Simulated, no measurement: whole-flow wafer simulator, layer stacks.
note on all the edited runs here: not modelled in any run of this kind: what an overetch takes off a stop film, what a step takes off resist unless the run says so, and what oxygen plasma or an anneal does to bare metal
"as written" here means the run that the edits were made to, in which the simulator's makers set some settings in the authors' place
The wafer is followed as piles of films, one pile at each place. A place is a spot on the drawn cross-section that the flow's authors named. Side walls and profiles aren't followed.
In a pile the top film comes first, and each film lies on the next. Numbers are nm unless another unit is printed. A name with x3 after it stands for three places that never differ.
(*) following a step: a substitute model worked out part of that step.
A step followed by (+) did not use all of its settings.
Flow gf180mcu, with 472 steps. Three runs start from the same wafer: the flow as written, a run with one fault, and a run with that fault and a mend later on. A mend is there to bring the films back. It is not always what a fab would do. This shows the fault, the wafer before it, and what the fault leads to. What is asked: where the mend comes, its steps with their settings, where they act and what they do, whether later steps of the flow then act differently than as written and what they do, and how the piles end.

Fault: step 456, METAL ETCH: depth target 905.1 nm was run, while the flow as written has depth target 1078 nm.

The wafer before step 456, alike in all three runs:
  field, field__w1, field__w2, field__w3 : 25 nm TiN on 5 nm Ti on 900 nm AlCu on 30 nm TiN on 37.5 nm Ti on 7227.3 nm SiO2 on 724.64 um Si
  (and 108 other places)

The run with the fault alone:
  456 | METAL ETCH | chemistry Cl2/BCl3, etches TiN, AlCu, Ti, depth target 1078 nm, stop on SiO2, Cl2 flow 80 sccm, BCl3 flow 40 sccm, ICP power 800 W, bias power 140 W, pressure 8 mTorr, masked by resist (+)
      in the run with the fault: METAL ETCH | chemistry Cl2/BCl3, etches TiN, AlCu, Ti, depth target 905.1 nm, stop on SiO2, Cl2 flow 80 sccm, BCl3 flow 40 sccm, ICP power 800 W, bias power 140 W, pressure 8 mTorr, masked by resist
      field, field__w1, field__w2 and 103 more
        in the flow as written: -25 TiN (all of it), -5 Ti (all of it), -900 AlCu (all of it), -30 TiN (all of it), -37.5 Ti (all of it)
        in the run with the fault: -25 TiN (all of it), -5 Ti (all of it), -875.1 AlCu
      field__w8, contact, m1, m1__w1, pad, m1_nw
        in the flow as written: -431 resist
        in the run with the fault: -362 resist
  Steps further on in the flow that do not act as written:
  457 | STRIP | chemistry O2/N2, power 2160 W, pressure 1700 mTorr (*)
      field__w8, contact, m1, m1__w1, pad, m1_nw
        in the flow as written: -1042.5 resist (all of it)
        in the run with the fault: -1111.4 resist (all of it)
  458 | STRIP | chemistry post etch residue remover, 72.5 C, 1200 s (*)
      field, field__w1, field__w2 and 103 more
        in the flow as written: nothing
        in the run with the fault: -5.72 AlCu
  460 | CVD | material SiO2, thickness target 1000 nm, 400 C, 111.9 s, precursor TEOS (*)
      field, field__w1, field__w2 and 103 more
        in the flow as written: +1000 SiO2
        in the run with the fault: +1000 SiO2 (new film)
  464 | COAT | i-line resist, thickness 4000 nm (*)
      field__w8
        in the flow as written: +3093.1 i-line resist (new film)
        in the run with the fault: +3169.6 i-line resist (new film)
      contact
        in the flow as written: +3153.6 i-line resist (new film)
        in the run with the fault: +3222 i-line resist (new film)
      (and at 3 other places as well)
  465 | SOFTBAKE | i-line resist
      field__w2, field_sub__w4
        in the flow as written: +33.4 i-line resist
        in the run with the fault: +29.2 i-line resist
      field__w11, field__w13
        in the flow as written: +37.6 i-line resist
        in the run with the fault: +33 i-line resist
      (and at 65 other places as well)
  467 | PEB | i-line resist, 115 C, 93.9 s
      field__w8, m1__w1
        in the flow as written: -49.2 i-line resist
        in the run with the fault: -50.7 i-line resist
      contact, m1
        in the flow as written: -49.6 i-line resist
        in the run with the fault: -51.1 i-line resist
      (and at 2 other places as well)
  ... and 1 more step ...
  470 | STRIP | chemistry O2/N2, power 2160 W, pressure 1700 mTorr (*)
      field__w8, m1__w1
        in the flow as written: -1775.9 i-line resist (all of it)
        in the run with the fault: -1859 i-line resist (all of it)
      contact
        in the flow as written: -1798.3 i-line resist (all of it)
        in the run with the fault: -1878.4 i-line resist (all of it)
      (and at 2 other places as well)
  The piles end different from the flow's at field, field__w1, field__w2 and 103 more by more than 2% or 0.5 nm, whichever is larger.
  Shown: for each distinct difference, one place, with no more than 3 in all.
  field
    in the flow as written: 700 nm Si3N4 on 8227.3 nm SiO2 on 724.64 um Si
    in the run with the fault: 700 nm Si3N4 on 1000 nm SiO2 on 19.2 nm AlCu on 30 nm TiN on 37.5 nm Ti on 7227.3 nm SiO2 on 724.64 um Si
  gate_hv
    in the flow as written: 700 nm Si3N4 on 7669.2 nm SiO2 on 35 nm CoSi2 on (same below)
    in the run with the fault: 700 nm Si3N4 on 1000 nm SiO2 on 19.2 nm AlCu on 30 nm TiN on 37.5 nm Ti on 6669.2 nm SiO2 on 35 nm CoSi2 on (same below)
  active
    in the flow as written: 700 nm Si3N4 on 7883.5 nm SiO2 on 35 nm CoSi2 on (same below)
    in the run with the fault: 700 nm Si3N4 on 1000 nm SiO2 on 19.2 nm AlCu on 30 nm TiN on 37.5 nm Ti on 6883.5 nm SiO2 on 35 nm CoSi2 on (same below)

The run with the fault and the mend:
  The mend follows step 456.
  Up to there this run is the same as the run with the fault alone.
  456a | METAL ETCH | chemistry Cl2/BCl3, etches TiN, AlCu, Ti, depth target 172.4 nm, stop on SiO2, Cl2 flow 80 sccm, BCl3 flow 40 sccm, ICP power 800 W, bias power 140 W, pressure 8 mTorr, masked by resist (+) (a further turn of the flow's step 456, with different settings)
      field, field__w1, field__w2 and 103 more
        -24.9 AlCu (all of it), -30 TiN (all of it), -37.5 Ti (all of it)
      field__w8, contact, m1, m1__w1, pad, m1_nw
        -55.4 resist
  Every later step of the flow that is run acts as written, at every place that is followed, to within 2% or 0.5 nm, whichever is larger.
  At every place that both follow, the piles at the end match the flow's.
